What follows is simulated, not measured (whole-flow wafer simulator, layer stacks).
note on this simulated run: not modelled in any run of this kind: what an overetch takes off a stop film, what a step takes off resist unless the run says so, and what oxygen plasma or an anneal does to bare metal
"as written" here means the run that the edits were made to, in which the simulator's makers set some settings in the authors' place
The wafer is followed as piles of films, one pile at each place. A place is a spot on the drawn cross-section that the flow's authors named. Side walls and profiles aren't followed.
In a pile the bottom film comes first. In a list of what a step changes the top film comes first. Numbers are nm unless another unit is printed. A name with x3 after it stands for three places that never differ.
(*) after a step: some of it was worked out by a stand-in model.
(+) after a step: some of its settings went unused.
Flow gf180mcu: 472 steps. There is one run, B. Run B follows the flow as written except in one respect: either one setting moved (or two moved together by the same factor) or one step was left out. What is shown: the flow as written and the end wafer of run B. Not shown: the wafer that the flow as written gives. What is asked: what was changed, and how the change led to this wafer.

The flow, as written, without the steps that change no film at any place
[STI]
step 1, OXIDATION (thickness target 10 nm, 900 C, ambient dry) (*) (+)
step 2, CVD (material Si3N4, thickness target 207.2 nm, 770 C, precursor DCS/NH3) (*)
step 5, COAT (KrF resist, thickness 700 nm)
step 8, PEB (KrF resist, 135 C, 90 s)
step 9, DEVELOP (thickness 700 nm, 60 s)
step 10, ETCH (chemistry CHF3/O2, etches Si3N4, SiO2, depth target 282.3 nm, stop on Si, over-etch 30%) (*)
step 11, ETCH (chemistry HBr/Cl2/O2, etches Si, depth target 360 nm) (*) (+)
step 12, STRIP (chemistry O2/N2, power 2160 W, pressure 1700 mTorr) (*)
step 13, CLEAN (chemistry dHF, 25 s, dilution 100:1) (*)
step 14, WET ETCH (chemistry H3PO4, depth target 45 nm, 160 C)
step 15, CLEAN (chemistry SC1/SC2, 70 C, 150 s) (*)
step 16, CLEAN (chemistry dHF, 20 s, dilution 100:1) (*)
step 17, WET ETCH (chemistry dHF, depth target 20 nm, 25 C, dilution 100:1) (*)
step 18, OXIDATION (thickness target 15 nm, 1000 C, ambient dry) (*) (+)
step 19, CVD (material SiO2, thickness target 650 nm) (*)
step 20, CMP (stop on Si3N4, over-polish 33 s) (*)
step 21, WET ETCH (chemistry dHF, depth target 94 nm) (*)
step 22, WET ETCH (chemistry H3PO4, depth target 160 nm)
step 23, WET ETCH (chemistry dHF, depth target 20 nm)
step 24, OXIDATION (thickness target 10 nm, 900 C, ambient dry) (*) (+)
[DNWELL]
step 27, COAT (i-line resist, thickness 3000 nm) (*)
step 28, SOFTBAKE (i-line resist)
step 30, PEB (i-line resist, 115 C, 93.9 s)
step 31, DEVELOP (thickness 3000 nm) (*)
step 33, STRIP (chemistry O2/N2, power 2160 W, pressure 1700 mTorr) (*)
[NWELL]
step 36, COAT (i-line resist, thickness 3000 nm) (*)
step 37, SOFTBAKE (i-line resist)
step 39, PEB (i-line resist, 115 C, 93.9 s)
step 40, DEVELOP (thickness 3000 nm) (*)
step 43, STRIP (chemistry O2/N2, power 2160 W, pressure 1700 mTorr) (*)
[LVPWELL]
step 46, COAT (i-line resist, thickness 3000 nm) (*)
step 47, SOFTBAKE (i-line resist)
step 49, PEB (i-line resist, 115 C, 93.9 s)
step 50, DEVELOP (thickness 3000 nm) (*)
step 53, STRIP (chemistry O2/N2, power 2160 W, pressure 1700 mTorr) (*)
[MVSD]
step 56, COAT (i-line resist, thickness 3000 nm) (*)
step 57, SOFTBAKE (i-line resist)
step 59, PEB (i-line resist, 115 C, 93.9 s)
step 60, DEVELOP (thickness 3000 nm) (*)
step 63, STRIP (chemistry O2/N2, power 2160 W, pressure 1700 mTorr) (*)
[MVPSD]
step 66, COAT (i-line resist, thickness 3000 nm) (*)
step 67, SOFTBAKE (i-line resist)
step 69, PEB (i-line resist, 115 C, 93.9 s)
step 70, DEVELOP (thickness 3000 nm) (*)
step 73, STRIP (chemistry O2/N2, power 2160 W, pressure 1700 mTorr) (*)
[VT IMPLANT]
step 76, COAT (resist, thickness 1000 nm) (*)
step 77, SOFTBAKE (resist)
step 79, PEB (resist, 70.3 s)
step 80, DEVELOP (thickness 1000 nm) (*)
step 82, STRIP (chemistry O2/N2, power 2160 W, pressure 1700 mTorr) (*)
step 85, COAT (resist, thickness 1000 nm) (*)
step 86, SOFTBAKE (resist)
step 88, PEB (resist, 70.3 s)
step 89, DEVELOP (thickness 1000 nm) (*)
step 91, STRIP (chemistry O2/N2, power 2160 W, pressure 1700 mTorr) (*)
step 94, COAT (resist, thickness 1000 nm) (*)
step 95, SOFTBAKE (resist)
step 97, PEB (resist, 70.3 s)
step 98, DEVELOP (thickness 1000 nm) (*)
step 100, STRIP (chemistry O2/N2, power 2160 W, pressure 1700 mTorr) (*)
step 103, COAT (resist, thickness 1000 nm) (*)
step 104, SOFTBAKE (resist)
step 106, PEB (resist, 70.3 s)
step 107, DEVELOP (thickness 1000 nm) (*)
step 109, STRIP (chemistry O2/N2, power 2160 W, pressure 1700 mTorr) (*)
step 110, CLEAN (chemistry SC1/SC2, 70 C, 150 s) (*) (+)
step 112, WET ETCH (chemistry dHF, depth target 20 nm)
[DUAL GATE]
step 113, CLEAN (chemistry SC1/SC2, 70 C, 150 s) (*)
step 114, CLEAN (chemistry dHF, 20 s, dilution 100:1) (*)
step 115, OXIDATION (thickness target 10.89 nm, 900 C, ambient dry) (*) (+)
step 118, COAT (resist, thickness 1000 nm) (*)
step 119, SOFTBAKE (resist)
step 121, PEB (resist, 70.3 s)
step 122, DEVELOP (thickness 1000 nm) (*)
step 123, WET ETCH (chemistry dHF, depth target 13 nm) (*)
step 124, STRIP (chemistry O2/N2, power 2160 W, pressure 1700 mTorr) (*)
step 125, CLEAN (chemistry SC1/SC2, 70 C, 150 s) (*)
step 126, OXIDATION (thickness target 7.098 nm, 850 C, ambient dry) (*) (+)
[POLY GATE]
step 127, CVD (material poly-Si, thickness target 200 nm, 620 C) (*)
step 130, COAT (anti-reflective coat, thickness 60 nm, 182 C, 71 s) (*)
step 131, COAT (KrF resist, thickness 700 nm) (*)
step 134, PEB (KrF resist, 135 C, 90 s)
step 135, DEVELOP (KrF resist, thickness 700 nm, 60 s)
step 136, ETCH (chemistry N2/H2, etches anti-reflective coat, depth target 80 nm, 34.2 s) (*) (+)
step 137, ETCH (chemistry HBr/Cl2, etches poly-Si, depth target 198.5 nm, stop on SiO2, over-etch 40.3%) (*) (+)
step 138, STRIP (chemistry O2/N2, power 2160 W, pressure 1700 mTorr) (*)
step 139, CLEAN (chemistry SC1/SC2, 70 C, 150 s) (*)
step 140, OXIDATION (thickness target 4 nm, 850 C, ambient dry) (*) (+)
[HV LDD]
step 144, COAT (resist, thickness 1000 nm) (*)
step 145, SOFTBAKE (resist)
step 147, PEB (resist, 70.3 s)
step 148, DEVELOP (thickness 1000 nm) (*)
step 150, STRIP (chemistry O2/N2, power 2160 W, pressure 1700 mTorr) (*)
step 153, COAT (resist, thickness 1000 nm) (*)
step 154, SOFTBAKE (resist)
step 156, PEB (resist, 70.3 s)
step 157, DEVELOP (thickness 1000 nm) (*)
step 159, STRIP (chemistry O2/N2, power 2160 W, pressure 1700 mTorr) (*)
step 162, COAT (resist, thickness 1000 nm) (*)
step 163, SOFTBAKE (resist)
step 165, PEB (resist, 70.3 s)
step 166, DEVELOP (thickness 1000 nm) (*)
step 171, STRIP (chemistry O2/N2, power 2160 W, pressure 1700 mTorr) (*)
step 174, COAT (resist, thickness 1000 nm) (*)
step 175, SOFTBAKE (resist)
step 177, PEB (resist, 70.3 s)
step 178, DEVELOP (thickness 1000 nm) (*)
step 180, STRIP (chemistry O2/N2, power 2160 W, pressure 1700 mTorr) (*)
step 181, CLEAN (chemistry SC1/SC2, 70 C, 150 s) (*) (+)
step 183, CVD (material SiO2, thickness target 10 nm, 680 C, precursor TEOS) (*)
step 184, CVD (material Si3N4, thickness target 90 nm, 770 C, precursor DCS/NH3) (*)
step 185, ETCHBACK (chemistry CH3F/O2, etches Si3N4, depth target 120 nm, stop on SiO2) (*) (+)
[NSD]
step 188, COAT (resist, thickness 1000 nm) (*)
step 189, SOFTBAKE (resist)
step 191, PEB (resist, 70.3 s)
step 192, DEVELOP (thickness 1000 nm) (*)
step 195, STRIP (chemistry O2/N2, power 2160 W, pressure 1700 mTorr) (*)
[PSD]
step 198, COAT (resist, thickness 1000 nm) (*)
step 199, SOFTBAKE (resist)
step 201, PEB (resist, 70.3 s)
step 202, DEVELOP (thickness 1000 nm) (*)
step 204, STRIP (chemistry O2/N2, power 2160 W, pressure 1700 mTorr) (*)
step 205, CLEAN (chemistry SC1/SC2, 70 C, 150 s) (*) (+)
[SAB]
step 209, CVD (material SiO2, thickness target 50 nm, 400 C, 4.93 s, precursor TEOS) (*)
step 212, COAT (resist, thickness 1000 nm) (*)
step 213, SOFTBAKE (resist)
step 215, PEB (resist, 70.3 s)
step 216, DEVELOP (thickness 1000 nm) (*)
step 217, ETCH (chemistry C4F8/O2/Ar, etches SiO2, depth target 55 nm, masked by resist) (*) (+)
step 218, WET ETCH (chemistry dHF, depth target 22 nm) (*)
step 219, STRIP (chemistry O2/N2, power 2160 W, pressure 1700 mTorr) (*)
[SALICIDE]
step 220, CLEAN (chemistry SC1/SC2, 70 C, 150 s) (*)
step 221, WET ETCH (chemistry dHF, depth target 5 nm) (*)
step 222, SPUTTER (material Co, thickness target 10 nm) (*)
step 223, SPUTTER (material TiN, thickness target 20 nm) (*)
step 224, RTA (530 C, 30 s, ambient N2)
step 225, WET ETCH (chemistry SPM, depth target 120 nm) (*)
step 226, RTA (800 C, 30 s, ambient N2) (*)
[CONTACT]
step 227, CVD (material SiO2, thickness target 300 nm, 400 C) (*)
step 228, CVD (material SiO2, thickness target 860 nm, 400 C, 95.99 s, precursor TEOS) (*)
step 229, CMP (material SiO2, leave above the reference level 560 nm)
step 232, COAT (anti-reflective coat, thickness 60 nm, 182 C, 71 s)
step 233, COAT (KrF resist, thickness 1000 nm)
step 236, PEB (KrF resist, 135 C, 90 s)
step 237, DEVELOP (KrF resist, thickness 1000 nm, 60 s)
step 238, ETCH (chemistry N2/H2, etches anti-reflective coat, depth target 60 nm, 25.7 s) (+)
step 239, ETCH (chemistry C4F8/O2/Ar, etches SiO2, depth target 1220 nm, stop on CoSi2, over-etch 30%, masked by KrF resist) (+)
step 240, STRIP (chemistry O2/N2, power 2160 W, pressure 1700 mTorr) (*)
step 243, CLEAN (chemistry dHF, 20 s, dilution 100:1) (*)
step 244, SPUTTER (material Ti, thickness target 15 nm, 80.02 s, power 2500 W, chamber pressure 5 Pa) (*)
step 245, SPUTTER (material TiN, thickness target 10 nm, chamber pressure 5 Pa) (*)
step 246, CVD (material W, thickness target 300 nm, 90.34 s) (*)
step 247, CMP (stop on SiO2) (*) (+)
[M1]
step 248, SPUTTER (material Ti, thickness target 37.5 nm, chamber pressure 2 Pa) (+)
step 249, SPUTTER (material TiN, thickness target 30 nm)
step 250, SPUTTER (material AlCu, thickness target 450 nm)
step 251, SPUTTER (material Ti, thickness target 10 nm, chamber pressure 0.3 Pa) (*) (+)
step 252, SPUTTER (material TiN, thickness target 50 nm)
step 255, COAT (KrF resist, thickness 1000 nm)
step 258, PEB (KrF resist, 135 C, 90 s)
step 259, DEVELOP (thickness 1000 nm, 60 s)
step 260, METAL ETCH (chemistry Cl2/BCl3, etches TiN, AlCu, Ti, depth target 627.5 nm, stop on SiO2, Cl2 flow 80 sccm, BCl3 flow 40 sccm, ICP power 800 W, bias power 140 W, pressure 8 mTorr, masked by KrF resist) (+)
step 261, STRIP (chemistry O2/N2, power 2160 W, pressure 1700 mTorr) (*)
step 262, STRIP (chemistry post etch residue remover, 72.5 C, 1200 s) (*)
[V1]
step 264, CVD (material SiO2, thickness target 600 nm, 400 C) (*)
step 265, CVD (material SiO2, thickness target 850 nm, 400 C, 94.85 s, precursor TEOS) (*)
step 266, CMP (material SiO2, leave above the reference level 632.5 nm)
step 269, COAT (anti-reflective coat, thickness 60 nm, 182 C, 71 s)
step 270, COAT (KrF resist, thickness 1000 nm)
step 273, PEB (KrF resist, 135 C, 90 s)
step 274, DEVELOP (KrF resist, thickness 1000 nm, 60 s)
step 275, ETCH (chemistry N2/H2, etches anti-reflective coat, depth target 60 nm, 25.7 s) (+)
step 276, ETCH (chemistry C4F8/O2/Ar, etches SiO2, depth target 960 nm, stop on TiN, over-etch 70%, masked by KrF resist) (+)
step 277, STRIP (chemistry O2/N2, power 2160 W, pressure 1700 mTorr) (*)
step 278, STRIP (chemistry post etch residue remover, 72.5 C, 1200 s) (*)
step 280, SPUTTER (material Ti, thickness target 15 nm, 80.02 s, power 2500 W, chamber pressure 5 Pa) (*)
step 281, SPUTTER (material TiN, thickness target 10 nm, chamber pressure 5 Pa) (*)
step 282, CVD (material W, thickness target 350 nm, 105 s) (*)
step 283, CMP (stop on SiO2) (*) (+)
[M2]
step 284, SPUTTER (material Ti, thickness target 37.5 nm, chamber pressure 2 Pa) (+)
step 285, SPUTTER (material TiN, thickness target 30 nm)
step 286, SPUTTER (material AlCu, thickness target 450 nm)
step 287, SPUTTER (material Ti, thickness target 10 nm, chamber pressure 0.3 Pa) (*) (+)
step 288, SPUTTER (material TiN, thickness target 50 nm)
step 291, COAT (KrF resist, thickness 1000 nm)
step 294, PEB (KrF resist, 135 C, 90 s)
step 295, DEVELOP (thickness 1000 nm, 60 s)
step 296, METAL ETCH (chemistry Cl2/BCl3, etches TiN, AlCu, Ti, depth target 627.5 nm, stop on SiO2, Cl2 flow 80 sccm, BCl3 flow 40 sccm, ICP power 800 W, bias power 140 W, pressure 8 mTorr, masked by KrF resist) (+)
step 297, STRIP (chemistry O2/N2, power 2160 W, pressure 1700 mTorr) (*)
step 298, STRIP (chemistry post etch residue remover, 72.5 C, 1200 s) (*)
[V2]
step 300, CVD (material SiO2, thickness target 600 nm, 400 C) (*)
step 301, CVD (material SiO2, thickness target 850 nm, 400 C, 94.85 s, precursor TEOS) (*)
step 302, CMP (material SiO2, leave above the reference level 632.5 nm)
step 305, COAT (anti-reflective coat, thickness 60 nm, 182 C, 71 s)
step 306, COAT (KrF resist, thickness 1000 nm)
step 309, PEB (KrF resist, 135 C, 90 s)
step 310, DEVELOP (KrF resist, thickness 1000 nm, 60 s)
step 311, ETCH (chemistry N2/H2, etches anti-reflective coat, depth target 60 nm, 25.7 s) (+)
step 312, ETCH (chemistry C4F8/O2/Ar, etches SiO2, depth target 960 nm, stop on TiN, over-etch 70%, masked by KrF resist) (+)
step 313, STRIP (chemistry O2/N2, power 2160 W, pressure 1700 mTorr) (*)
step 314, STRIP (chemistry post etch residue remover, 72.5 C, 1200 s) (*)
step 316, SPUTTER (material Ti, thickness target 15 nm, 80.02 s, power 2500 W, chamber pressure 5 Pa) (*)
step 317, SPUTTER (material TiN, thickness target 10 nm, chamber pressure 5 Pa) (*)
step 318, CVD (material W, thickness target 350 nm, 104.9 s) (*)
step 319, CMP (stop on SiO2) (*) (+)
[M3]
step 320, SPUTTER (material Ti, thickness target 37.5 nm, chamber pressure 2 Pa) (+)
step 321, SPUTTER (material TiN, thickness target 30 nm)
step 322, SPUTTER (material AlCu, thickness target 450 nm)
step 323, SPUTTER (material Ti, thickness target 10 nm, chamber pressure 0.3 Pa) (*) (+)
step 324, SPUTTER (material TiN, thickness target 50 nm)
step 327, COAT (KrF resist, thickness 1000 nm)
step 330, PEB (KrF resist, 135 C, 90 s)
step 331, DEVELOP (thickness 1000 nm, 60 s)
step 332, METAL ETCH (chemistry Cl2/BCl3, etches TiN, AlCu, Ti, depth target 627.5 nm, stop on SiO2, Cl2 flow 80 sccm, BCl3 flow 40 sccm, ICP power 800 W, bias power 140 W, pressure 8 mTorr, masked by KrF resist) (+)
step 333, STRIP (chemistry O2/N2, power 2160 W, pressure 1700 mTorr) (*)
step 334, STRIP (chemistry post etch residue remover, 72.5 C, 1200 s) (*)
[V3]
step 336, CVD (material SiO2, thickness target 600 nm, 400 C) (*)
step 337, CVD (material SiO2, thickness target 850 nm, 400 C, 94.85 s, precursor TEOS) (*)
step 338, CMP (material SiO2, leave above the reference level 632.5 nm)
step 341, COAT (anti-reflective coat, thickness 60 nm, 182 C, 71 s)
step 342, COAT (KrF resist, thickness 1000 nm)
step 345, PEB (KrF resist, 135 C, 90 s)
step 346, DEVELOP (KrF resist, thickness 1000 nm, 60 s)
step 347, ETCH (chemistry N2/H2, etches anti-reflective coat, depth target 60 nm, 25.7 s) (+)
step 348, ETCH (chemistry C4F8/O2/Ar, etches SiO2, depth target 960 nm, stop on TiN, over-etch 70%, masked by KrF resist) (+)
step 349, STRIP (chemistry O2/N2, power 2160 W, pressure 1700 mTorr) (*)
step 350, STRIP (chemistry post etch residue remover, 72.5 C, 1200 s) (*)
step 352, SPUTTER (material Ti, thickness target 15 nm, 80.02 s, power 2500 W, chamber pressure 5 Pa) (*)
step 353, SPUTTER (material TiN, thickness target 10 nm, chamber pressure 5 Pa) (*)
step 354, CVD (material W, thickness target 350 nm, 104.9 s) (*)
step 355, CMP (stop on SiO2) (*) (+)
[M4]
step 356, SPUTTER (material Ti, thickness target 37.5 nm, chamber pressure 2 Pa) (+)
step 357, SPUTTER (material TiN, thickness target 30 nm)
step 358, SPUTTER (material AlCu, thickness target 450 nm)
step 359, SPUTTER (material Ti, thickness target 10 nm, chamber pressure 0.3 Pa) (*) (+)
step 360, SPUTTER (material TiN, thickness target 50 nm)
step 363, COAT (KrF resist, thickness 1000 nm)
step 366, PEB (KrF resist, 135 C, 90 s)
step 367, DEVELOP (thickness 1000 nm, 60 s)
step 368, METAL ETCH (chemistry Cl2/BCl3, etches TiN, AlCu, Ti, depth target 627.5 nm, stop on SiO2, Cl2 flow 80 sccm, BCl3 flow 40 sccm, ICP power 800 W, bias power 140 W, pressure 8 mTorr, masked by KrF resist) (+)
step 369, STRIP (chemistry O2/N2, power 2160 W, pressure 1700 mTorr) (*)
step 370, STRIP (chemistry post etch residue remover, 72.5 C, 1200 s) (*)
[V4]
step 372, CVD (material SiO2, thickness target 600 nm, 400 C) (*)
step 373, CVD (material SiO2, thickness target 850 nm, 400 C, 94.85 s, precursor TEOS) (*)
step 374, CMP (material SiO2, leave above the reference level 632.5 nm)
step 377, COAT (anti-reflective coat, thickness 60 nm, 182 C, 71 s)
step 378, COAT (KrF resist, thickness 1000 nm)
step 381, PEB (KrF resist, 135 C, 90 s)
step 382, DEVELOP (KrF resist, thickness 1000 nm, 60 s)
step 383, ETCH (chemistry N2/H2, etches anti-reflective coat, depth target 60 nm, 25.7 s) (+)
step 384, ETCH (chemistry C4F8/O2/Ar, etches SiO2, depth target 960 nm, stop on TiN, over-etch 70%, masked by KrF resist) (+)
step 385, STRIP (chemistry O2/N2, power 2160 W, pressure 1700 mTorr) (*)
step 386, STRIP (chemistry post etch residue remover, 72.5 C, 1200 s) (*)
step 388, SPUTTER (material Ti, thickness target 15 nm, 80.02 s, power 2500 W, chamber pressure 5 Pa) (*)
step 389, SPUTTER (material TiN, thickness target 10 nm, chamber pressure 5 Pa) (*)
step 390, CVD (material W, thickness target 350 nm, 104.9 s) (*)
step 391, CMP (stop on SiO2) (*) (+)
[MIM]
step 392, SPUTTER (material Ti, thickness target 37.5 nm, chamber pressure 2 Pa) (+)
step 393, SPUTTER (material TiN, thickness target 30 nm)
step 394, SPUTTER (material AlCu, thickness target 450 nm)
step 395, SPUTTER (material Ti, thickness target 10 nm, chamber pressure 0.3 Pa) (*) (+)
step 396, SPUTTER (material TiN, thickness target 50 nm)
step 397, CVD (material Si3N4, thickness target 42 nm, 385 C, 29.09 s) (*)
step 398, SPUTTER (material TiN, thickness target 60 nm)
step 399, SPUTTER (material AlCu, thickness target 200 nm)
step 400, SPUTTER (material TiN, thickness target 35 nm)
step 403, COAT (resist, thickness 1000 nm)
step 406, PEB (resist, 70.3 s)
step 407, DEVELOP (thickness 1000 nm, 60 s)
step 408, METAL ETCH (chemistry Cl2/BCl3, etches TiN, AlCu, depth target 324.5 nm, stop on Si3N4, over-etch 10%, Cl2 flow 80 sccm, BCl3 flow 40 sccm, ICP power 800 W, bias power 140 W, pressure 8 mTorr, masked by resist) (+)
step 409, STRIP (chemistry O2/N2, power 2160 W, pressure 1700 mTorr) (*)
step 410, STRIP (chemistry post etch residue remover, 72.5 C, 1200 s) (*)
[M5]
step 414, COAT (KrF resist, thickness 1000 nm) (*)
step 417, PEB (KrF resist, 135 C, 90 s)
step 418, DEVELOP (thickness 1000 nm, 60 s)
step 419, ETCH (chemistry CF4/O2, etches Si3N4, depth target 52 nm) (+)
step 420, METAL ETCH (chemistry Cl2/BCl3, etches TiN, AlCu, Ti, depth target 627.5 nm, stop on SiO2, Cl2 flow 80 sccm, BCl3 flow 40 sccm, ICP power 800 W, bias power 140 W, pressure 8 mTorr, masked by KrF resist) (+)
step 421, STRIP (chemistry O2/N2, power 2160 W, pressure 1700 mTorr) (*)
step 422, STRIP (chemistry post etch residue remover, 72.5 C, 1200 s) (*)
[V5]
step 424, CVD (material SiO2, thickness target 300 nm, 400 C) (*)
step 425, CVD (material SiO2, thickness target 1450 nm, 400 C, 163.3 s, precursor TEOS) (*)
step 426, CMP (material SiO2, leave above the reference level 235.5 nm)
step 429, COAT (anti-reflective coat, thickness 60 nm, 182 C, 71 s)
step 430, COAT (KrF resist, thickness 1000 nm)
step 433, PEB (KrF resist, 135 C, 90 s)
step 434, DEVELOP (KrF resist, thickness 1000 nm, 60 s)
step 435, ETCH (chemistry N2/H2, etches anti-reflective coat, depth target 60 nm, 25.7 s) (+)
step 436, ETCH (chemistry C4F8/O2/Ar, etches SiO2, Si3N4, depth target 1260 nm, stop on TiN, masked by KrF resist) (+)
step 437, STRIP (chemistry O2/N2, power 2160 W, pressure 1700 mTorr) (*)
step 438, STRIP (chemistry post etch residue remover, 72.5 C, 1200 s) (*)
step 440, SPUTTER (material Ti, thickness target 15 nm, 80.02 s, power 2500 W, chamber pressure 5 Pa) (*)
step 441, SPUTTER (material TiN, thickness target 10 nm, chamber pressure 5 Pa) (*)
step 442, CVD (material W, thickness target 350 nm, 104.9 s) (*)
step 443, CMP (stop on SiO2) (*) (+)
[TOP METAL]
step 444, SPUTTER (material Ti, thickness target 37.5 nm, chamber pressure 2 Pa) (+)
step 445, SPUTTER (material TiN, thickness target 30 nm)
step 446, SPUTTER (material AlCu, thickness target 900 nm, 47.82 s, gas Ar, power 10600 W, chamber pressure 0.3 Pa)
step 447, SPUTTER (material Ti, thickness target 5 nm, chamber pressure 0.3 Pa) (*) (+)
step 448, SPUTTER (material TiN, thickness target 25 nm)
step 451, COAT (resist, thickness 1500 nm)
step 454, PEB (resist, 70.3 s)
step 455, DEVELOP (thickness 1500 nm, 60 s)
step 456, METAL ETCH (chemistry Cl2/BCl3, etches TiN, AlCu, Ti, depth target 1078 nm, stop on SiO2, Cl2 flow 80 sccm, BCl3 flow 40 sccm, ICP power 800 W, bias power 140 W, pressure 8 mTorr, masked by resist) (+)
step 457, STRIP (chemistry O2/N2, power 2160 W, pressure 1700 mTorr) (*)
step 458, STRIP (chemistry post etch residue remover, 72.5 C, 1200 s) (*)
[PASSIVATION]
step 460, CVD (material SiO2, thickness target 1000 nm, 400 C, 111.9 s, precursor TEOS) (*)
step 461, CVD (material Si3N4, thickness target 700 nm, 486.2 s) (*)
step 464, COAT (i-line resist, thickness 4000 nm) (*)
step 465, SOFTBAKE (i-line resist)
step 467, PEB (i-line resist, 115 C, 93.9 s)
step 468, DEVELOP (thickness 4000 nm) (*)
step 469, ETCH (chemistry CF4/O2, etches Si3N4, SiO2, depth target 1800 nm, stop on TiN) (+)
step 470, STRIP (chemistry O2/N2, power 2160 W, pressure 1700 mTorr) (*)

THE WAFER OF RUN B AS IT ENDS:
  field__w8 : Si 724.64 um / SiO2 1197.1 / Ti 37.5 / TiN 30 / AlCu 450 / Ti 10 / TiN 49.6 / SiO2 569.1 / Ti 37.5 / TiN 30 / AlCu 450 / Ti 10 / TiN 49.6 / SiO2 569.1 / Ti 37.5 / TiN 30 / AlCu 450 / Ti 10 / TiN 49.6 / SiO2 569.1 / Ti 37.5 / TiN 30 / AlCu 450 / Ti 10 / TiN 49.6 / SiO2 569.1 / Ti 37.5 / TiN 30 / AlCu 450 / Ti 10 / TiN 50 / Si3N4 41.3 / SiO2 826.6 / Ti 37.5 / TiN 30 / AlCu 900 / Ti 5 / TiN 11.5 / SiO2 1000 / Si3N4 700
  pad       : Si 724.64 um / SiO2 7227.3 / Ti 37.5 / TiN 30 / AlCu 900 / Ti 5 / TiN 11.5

What caused this: step 448, SPUTTER: thickness target 11.9 nm was run, whereas the flow has thickness target 25 nm.

The path from the change to this, step by step:
  step 448, SPUTTER (material TiN, thickness target 25 nm)
      field, field__w1, field__w2 and 109 more: TiN gains 11.9 (new film) (it would be, as written: TiN gains 25 (new film))
  step 456, METAL ETCH (chemistry Cl2/BCl3, etches TiN, AlCu, Ti, depth target 1078 nm, stop on SiO2, Cl2 flow 80 sccm, BCl3 flow 40 sccm, ICP power 800 W, bias power 140 W, pressure 8 mTorr, masked by resist) (+)
      field, field__w1, field__w2 and 103 more: TiN loses 11.9 (all of it), Ti loses 5 (all of it), AlCu loses 900 (all of it), TiN loses 30 (all of it), Ti loses 37.5 (all of it) (it would be, as written: TiN loses 25 (all of it), Ti loses 5 (all of it), AlCu loses 900 (all of it), TiN loses 30 (all of it), Ti loses 37.5 (all of it))
  step 465, SOFTBAKE (i-line resist)
      field__w2: i-line resist gains 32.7 (it would be, as written: i-line resist gains 33.4)
      field__w3: i-line resist gains 32.9 (it would be, as written: i-line resist gains 33.6)
      (also at 4 further places)
